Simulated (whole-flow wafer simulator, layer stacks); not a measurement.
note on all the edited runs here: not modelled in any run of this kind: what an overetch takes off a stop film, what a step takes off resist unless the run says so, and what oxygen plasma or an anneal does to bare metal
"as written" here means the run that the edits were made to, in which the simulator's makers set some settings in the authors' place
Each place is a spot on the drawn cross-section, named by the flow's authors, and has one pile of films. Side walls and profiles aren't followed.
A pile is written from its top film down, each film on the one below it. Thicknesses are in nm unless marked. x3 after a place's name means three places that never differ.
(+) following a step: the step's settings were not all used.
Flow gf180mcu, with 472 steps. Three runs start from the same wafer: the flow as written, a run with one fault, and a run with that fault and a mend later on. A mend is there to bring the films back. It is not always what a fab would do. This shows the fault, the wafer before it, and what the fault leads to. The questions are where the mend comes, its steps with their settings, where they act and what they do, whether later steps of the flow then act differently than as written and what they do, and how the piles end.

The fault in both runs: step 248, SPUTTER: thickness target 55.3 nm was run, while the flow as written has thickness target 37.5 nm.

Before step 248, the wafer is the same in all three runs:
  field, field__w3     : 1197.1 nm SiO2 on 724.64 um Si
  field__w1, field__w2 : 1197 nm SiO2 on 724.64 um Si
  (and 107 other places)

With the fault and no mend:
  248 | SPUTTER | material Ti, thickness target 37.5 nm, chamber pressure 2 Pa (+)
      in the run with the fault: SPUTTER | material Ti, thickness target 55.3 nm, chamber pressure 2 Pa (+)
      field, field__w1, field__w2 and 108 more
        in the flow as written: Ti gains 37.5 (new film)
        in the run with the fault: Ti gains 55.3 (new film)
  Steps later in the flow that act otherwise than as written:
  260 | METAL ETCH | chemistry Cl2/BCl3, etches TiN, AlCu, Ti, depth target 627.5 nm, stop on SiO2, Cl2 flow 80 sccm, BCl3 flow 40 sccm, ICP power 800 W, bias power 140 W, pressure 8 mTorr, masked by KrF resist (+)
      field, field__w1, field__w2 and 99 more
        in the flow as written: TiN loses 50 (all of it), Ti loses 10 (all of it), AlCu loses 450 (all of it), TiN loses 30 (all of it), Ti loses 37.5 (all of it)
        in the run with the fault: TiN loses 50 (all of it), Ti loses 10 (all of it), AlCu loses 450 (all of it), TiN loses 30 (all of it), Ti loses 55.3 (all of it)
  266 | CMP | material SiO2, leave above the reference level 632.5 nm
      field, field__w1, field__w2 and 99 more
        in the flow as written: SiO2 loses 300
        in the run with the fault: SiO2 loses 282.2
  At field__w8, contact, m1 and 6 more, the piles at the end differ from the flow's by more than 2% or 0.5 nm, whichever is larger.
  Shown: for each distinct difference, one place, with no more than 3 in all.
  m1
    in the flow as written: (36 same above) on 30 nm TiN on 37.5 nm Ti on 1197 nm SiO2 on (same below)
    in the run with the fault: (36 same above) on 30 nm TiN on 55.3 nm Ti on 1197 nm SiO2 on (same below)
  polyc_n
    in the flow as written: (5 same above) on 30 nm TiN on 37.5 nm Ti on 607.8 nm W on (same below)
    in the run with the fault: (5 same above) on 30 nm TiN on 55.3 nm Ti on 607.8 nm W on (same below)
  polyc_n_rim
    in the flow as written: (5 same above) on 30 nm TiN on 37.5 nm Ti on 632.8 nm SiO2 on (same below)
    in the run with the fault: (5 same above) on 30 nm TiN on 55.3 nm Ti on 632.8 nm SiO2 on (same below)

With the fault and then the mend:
  The mend follows step 248.
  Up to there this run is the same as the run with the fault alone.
  248a | METAL ETCH | chemistry Cl2/BCl3, etches TiN, AlCu, Ti, depth target 17.8 nm, Cl2 flow 80 sccm, BCl3 flow 40 sccm, ICP power 800 W, bias power 140 W, pressure 8 mTorr
      field, field__w1, field__w2 and 108 more
        Ti loses 17.8
  Later steps of the flow that are run all act as written at every place that is followed.
  At every place that both follow, the piles at the end match the flow's.
